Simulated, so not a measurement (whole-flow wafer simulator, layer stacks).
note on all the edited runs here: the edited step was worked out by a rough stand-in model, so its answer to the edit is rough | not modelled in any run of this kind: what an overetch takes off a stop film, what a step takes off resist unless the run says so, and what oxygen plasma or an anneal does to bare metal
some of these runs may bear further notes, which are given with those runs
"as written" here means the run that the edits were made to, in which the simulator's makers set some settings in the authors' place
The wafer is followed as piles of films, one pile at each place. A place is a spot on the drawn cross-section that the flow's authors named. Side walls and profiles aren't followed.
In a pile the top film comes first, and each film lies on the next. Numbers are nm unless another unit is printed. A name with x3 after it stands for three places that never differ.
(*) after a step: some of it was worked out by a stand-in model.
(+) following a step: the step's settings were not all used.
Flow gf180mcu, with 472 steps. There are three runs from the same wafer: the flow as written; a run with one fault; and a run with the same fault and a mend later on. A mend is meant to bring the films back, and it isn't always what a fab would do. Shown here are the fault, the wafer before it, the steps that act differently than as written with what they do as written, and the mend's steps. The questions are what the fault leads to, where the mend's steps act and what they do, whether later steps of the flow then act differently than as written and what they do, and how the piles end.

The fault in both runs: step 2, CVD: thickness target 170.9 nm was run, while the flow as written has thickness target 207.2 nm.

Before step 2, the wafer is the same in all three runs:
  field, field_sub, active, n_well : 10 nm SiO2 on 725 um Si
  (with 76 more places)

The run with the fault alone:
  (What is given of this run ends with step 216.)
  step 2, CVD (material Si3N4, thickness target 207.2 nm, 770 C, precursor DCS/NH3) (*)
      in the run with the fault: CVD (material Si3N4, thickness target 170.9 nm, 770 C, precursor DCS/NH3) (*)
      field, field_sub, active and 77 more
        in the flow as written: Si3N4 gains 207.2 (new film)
        in the run with the fault: Si3N4 gains 170.9 (new film)
  Steps further on in the flow that do not act as written (not shown: 32 more steps that differ only slightly, by at most 2% or 0.5 nm, whichever is larger):
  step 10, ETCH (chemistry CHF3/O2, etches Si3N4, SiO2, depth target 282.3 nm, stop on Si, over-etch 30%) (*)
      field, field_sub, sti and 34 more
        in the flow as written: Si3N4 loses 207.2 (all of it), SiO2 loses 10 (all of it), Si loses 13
        in the run with the fault: Si3N4 loses 170.9 (all of it), SiO2 loses 10 (all of it), Si loses 20.3
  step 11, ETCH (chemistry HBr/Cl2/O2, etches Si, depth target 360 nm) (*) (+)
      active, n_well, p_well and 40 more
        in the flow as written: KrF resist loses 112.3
        in the run with the fault: KrF resist loses 109.9
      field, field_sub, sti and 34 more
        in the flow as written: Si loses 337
        in the run with the fault: Si loses 329.7
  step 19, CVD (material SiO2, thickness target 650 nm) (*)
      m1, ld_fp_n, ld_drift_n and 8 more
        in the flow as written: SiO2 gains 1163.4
        in the run with the fault: SiO2 gains 1127.1
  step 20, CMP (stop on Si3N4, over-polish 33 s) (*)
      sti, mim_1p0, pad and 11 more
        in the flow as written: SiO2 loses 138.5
        in the run with the fault: SiO2 loses 174.7
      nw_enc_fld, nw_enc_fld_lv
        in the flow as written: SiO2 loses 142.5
        in the run with the fault: SiO2 loses 178.7
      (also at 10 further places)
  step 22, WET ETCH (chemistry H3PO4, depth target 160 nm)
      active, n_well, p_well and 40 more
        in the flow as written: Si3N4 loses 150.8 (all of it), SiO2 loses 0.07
        in the run with the fault: Si3N4 loses 114.5 (all of it), SiO2 loses 0.36
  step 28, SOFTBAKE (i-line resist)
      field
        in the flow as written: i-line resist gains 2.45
        in the run with the fault: i-line resist loses 0.16
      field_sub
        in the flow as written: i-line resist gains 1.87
        in the run with the fault: i-line resist loses 0.13
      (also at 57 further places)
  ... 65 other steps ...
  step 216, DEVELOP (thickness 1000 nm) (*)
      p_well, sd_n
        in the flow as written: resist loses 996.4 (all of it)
        in the run with the fault: resist loses 960.4 (all of it)
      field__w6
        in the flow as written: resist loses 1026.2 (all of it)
        in the run with the fault: resist loses 1073.3 (all of it)
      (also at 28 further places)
  Once step 216 is done, the piles at field, field__w1, field__w2 and 67 more depart from the flow's by more than 2% or 0.5 nm, whichever is larger.
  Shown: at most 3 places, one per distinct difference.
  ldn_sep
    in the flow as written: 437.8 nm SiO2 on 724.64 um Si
    in the run with the fault: 401.8 nm SiO2 on 724.64 um Si
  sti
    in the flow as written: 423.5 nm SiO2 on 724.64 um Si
    in the run with the fault: 387.5 nm SiO2 on 724.64 um Si
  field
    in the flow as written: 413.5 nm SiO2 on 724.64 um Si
    in the run with the fault: 377.5 nm SiO2 on 724.64 um Si

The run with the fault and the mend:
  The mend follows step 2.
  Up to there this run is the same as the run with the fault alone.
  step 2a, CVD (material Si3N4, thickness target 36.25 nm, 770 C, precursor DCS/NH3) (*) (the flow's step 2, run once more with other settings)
      field, field_sub, active and 77 more
        Si3N4 gains 36.2
  None of the later steps of the flow acts differently than as written at any place that is followed.
  By the end, the piles equal the flow's at every place that both follow.
